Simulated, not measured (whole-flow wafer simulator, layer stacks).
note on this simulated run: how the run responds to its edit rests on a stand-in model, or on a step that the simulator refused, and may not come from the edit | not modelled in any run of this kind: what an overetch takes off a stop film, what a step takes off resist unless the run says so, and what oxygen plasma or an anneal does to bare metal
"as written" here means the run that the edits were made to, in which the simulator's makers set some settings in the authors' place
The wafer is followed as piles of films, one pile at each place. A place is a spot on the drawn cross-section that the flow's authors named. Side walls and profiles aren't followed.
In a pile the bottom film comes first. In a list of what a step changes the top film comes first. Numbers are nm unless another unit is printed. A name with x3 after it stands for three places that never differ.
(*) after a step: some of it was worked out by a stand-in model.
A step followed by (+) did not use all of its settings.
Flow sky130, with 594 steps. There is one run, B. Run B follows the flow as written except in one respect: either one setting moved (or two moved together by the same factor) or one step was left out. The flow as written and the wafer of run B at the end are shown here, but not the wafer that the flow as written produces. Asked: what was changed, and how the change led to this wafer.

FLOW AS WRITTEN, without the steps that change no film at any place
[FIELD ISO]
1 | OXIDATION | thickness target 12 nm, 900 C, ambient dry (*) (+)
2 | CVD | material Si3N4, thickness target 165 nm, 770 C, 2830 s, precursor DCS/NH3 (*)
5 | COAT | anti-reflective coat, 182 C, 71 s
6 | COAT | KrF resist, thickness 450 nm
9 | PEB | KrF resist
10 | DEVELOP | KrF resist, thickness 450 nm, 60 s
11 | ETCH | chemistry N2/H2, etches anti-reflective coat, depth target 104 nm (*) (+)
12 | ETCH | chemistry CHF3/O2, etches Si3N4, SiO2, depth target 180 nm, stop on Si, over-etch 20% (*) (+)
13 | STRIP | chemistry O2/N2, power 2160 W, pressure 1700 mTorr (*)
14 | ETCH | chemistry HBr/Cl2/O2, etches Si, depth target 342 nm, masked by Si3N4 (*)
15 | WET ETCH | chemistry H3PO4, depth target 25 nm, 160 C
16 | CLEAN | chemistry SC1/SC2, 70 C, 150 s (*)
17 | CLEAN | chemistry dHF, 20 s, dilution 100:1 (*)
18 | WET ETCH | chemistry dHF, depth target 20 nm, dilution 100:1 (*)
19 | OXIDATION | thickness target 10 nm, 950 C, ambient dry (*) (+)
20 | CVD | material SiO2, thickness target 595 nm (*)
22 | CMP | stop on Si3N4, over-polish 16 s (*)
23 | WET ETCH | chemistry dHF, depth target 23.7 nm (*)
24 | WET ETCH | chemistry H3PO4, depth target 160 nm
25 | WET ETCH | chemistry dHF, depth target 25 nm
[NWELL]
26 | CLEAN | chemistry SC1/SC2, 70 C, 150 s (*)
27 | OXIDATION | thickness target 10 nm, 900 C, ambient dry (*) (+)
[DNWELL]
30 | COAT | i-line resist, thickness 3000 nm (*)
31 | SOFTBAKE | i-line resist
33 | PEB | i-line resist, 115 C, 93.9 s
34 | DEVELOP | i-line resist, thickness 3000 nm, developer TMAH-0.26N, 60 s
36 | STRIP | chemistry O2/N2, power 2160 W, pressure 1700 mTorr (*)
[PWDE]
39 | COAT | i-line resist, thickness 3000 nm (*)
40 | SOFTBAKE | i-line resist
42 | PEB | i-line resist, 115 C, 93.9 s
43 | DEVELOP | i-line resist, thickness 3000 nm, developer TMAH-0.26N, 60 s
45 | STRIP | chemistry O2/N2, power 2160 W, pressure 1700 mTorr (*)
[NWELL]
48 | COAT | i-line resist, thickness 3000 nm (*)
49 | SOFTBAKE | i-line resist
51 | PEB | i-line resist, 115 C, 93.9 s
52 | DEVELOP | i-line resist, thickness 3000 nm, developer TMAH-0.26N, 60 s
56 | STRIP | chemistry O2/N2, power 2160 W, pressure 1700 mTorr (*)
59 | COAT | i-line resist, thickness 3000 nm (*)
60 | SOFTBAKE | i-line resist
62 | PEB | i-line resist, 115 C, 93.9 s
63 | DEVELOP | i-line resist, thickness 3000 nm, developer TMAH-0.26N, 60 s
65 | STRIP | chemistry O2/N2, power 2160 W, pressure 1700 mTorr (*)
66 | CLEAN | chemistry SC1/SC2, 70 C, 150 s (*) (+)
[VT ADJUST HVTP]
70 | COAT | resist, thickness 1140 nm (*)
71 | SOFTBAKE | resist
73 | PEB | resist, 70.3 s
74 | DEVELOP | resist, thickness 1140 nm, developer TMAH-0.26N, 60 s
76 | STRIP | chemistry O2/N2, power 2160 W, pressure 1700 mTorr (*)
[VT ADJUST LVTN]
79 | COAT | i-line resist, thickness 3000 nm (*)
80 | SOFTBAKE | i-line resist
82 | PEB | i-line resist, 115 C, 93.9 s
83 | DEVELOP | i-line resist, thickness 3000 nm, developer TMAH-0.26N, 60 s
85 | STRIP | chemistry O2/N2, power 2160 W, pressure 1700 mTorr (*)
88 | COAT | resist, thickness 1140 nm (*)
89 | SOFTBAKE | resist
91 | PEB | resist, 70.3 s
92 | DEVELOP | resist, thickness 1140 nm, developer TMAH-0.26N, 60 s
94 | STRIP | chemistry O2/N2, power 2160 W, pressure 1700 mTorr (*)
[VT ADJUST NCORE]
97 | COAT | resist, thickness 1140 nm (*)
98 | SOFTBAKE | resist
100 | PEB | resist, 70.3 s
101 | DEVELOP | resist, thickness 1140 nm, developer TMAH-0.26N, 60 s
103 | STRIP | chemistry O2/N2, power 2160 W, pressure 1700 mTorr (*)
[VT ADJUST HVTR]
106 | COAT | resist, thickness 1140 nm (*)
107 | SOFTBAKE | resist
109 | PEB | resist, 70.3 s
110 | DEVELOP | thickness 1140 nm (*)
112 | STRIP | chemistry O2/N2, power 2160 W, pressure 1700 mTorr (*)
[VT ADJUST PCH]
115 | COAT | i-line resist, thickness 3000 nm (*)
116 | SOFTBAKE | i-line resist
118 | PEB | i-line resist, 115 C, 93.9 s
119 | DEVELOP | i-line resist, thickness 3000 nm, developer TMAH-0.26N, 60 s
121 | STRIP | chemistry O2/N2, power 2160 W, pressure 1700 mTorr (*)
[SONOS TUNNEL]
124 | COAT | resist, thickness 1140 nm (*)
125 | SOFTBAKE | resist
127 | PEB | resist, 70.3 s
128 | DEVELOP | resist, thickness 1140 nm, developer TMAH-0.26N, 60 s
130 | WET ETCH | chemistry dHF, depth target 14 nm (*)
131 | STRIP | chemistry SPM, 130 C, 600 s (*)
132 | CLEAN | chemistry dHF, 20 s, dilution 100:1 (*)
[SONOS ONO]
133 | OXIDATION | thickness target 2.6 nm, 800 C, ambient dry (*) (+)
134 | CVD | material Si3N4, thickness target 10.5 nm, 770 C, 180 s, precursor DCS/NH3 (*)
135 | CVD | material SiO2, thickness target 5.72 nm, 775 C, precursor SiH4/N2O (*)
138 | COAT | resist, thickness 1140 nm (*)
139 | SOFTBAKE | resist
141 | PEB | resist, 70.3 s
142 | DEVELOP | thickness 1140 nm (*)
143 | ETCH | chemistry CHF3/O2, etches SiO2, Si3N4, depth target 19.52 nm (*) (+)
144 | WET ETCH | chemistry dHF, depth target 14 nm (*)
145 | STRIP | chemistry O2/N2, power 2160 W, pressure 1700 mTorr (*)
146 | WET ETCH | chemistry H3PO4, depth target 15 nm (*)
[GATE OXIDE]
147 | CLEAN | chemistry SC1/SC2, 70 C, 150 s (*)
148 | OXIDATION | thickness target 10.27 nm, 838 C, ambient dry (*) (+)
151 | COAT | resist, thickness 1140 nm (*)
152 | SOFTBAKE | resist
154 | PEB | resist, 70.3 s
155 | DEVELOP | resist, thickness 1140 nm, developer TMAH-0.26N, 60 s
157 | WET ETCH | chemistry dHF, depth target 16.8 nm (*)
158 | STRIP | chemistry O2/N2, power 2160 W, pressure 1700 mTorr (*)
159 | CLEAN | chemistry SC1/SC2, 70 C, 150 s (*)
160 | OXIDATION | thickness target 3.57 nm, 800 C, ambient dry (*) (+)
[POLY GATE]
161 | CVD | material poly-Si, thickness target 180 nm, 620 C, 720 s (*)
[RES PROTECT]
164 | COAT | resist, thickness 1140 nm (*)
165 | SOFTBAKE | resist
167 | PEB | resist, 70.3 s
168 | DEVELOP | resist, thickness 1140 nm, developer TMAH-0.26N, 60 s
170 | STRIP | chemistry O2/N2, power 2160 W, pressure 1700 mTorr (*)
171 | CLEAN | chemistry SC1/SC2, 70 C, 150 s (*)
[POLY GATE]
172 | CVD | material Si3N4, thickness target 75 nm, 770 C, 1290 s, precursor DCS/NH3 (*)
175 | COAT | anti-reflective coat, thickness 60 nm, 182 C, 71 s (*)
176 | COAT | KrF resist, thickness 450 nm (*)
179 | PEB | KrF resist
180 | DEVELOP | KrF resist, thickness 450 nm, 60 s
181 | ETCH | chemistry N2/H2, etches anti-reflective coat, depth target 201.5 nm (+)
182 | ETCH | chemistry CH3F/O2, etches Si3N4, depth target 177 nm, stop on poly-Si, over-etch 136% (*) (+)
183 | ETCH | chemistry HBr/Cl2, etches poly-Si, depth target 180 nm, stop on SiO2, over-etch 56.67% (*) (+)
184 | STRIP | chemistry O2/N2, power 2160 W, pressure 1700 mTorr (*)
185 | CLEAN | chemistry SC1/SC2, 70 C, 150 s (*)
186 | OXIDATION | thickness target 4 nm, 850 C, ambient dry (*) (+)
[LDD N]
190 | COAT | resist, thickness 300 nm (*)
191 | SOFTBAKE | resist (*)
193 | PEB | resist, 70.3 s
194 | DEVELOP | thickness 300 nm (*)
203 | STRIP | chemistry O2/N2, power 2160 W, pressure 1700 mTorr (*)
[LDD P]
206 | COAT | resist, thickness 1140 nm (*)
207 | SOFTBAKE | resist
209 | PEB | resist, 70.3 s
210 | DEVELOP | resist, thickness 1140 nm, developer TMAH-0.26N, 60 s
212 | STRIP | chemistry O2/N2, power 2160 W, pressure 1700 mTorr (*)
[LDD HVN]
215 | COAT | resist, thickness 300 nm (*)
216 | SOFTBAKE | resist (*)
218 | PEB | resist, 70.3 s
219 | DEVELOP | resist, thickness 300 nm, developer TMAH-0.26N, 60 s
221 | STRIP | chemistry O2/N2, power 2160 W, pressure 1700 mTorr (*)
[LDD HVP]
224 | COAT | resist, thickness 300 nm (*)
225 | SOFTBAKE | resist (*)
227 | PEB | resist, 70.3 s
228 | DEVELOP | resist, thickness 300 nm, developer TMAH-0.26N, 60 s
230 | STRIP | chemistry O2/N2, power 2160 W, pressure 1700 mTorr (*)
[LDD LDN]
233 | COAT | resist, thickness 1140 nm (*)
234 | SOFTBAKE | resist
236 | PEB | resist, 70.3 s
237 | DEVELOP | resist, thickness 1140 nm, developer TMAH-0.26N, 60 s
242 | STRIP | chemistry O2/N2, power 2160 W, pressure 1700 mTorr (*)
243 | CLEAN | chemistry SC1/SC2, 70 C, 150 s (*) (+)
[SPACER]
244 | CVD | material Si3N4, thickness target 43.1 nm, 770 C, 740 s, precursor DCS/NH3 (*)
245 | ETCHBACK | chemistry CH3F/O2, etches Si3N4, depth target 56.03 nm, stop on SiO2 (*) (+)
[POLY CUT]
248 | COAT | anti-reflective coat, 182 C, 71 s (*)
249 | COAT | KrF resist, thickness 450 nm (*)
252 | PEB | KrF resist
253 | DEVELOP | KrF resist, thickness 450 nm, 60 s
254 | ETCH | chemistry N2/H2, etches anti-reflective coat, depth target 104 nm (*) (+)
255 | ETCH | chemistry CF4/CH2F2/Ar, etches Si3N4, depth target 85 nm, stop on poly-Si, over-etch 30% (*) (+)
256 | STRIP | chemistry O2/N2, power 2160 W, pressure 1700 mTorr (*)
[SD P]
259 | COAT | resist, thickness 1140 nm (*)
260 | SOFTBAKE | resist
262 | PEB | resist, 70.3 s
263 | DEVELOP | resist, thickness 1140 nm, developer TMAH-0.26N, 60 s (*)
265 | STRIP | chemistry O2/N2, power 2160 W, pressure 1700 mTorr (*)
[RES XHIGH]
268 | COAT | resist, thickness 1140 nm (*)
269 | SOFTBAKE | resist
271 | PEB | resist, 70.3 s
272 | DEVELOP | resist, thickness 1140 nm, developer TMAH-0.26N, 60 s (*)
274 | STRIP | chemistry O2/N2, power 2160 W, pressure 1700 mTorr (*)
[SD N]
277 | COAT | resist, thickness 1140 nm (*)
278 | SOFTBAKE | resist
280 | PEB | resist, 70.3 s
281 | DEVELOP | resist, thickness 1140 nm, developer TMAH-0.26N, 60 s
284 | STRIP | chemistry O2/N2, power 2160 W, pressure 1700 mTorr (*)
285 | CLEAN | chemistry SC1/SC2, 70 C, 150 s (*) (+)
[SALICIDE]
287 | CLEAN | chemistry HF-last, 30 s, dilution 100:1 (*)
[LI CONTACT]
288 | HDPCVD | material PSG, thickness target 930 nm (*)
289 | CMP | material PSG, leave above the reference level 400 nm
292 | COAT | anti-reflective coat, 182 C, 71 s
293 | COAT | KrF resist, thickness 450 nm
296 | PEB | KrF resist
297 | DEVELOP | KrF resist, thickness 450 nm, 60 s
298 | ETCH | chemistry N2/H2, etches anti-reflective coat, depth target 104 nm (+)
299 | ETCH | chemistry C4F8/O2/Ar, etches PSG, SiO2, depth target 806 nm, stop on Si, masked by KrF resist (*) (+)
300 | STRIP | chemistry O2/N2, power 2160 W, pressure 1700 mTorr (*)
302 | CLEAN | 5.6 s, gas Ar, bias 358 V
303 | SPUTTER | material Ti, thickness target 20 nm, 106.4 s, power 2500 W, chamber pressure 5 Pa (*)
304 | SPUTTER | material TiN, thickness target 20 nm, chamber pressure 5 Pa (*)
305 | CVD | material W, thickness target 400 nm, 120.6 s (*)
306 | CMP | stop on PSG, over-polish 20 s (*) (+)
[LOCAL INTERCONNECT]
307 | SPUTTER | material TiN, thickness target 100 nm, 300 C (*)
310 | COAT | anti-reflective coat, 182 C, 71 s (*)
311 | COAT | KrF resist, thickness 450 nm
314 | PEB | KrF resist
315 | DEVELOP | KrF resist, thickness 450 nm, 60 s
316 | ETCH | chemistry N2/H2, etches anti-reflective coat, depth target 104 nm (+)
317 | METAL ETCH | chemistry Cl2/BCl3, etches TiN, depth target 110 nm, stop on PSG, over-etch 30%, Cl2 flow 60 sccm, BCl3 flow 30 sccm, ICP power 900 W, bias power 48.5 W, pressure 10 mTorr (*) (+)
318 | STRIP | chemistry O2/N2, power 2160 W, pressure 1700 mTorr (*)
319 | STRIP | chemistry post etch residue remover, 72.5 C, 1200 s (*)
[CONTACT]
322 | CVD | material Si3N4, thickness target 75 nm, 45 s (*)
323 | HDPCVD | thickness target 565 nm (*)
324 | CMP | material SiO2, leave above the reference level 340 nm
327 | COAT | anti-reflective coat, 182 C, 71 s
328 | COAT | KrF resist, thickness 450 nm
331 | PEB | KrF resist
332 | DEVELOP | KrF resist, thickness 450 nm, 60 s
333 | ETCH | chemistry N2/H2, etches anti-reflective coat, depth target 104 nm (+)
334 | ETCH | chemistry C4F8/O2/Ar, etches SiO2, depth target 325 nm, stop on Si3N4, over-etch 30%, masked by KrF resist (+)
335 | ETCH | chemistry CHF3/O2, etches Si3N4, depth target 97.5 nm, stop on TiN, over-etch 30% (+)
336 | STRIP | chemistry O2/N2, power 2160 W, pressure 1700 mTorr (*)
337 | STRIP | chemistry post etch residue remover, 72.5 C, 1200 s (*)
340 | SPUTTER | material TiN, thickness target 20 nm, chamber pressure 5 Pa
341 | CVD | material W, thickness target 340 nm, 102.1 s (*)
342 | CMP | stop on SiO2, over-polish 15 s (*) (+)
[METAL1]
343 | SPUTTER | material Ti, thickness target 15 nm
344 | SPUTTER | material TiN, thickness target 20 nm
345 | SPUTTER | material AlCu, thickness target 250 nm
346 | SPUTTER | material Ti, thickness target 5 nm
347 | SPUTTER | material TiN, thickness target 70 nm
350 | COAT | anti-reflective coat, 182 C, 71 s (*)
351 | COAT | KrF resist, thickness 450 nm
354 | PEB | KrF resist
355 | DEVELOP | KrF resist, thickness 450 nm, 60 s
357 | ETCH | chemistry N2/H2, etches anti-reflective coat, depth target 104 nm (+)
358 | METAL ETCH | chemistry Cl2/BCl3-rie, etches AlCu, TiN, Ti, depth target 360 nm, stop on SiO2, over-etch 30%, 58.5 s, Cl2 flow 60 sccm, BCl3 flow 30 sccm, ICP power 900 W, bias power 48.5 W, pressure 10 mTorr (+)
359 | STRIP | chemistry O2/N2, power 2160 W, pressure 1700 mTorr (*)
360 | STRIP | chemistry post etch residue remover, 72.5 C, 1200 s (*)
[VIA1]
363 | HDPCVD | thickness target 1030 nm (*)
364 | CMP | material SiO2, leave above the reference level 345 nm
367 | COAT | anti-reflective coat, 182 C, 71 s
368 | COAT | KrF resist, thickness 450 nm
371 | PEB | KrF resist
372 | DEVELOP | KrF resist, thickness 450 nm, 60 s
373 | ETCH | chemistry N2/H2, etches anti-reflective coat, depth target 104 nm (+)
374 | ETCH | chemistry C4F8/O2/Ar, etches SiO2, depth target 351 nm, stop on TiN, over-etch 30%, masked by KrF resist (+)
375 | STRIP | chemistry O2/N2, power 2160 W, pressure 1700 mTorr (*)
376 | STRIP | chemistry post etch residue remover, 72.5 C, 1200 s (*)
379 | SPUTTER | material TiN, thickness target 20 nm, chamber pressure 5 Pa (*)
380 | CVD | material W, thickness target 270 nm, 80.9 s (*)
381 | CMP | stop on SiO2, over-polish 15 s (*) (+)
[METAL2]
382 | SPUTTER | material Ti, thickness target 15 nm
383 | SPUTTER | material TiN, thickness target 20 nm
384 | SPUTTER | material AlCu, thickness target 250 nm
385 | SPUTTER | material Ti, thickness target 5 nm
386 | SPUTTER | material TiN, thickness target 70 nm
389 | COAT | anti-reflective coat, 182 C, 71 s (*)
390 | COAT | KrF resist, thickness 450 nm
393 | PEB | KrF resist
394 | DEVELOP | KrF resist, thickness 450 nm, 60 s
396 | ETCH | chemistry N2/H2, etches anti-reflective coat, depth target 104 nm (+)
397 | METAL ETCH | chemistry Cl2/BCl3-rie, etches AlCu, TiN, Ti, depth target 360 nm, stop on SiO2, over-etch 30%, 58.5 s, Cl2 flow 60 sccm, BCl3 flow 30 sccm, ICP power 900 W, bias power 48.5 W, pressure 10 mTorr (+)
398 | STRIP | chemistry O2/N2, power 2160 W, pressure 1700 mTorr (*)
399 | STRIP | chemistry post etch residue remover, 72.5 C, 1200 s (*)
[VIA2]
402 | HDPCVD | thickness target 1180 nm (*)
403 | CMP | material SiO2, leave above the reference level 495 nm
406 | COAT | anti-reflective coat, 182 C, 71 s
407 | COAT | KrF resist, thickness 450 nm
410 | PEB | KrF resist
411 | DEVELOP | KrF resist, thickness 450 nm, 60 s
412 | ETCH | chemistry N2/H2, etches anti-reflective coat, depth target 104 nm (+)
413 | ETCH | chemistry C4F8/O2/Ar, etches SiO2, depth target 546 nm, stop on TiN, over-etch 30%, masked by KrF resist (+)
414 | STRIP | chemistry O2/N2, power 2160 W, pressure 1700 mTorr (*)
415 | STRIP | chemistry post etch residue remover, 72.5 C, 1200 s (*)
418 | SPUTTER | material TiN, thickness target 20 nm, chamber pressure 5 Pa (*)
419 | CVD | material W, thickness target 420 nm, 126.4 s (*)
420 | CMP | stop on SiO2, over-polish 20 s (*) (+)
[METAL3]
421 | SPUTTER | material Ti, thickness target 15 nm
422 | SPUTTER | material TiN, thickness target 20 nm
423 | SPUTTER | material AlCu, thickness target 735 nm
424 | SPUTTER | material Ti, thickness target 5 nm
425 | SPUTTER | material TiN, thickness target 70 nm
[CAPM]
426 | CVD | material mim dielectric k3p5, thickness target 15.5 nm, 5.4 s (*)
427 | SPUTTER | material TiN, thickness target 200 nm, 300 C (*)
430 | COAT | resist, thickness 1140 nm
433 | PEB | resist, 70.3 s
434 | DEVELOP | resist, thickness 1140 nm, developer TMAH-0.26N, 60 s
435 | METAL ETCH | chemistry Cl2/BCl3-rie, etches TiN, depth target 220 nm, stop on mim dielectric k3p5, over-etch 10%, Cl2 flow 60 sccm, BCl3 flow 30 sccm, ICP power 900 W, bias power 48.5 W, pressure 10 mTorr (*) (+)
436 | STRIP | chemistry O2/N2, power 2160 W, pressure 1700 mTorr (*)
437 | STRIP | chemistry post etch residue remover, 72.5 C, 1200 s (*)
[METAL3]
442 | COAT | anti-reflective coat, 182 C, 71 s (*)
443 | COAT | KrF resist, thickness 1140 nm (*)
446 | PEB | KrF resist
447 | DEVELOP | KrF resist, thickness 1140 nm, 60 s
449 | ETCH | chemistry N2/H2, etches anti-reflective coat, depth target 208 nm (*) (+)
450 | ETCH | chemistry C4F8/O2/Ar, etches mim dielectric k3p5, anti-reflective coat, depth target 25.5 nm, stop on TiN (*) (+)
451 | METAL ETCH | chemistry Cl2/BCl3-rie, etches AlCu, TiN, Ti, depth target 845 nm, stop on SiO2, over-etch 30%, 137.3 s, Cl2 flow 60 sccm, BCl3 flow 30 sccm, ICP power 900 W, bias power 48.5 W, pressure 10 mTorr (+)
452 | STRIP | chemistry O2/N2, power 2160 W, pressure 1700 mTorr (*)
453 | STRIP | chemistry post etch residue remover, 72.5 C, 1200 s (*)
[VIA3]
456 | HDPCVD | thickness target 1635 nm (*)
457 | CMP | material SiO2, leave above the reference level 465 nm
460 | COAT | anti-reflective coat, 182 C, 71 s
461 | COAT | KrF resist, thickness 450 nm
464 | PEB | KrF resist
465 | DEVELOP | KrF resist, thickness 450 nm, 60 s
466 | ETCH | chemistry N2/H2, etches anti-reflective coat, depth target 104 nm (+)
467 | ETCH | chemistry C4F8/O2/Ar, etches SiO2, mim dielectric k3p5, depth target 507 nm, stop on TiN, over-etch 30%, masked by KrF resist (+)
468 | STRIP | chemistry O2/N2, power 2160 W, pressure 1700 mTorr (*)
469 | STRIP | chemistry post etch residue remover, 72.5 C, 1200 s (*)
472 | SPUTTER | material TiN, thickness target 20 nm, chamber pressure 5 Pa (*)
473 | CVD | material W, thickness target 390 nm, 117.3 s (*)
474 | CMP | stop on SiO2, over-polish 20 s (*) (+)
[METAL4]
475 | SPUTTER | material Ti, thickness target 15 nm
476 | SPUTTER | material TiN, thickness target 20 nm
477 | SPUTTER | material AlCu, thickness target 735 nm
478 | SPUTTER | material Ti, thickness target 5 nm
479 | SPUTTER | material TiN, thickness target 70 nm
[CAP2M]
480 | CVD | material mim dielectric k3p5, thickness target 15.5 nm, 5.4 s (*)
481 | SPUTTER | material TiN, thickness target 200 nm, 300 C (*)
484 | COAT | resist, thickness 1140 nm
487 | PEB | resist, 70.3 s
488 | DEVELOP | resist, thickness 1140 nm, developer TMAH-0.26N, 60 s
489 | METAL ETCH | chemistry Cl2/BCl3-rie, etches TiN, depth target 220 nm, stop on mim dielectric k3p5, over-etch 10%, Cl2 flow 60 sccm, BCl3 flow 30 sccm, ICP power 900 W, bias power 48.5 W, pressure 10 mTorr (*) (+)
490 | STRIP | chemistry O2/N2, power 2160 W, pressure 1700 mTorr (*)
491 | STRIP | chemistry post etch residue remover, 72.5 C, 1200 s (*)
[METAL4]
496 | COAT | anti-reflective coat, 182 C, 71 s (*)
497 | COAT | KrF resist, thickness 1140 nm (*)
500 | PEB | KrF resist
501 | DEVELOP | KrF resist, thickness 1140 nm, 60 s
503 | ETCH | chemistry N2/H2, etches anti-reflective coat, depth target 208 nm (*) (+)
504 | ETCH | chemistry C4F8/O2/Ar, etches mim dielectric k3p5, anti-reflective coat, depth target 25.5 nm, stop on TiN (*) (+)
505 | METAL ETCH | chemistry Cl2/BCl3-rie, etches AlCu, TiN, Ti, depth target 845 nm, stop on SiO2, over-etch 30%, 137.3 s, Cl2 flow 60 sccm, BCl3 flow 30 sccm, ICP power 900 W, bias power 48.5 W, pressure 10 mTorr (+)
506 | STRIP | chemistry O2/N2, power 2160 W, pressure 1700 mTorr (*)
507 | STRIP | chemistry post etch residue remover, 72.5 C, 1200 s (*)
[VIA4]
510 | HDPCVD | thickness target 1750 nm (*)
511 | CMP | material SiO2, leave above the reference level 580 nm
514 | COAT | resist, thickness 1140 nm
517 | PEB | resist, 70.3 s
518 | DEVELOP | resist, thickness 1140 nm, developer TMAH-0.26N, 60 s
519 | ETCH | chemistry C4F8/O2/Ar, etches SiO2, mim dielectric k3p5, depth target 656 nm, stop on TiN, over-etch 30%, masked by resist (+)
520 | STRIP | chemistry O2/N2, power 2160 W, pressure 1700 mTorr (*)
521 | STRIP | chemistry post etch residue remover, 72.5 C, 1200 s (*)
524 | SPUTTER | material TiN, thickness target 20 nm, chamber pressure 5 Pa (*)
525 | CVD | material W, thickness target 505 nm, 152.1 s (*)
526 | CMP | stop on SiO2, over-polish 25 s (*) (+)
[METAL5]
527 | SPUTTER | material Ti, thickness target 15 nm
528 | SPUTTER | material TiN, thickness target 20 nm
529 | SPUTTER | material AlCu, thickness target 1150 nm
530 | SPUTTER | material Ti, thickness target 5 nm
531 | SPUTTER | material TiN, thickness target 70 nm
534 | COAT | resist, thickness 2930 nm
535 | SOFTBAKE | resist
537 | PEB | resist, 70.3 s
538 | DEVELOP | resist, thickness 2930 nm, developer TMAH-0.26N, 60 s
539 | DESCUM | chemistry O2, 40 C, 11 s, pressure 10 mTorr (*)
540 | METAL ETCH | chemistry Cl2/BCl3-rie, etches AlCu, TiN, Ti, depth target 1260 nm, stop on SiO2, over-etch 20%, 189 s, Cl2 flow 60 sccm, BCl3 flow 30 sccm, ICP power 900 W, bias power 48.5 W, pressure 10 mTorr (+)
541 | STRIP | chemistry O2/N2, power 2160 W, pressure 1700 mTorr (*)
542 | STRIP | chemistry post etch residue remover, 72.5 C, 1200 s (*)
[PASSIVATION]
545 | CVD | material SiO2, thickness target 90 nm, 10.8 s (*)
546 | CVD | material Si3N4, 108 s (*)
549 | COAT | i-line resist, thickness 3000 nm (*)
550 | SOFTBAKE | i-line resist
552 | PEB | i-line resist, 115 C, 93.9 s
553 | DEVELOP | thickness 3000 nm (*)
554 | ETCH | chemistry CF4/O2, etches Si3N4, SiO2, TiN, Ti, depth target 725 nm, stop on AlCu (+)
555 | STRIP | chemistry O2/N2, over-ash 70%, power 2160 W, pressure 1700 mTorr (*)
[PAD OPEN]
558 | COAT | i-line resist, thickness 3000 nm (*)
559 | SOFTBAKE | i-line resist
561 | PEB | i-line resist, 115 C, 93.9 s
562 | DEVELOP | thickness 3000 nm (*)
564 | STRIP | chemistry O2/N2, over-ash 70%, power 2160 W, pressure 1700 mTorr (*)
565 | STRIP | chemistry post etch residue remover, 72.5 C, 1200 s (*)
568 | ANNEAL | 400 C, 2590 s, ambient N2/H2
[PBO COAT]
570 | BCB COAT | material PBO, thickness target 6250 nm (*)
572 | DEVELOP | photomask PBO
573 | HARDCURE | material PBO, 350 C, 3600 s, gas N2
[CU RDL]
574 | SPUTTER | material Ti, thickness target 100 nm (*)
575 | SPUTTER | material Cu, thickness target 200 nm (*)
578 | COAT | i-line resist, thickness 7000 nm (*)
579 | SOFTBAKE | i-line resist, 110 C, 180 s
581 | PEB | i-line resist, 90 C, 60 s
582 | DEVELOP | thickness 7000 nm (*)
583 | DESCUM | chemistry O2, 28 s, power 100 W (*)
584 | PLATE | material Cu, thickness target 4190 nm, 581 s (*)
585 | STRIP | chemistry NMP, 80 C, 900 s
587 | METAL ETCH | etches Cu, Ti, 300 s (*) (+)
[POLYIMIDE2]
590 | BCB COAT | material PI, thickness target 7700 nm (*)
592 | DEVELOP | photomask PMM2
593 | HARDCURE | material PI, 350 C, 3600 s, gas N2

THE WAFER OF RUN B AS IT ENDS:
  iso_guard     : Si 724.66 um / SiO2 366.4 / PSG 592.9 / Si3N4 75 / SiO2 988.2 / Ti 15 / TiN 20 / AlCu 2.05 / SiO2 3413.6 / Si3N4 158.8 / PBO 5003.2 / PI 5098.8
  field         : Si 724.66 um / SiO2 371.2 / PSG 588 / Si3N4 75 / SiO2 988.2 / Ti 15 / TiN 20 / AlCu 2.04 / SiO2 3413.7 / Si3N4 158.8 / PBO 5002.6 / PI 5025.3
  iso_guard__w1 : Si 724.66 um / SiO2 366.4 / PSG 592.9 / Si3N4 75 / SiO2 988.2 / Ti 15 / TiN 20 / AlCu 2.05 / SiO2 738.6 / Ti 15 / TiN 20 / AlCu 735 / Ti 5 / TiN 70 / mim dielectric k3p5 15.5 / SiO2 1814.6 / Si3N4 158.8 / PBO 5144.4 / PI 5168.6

What caused this: step 397, METAL ETCH: depth target 243 nm was run, though the flow has depth target 360 nm; step 397, METAL ETCH: 39.5 s was run, where the flow has 58.5 s.

Step by step, how the change led to this:
  397 | METAL ETCH | chemistry Cl2/BCl3-rie, etches AlCu, TiN, Ti, depth target 360 nm, stop on SiO2, over-etch 30%, 58.5 s, Cl2 flow 60 sccm, BCl3 flow 30 sccm, ICP power 900 W, bias power 48.5 W, pressure 10 mTorr (+)
      field, active, gate and 82 more: -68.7 TiN (all of it), -5 Ti (all of it), -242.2 AlCu (as written it would have been: -68.7 TiN (all of it), -5 Ti (all of it), -250 AlCu (all of it), -20 TiN (all of it), -15 Ti (all of it), -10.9 SiO2)
      n_well, p_well, sd_n and 87 more: -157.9 KrF resist (as written it would have been: -234 KrF resist)
      (and at 16 other places as well)
  398 | STRIP | chemistry O2/N2, power 2160 W, pressure 1700 mTorr (*)
      gate_hv, mim, dice_street and 96 more: -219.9 KrF resist (all of it), -80 anti-reflective coat (all of it) (as written it would have been: -143.8 KrF resist (all of it), -80 anti-reflective coat (all of it))
      n_well, p_well, sd_n, sd_p, pad: -219.8 KrF resist (all of it), -80 anti-reflective coat (all of it) (as written it would have been: -143.8 KrF resist (all of it), -80 anti-reflective coat (all of it))
      (and at 2 other places as well)
  399 | STRIP | chemistry post etch residue remover, 72.5 C, 1200 s (*)
      field, active, gate and 82 more: -5.72 AlCu (as written it would have been: nothing)
  402 | HDPCVD | thickness target 1180 nm (*)
      field, active, gate and 82 more: +1180 SiO2 (new film) (as written it would have been: +1180 SiO2)
  403 | CMP | material SiO2, leave above the reference level 495 nm
      field, active, gate and 82 more: -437 SiO2 (as written it would have been: -389.1 SiO2)
Taking metal films that touch as one body, iso_guard has 1 body; the flow as written gives 0 bodies.
Taking metal films that touch as one body, field has 1 body; the flow as written gives 0 bodies.
Taking metal films that touch as one body, iso_guard__w1 has 2 bodies (between them, from the top down: SiO2 738.6); the flow as written gives 1 body.
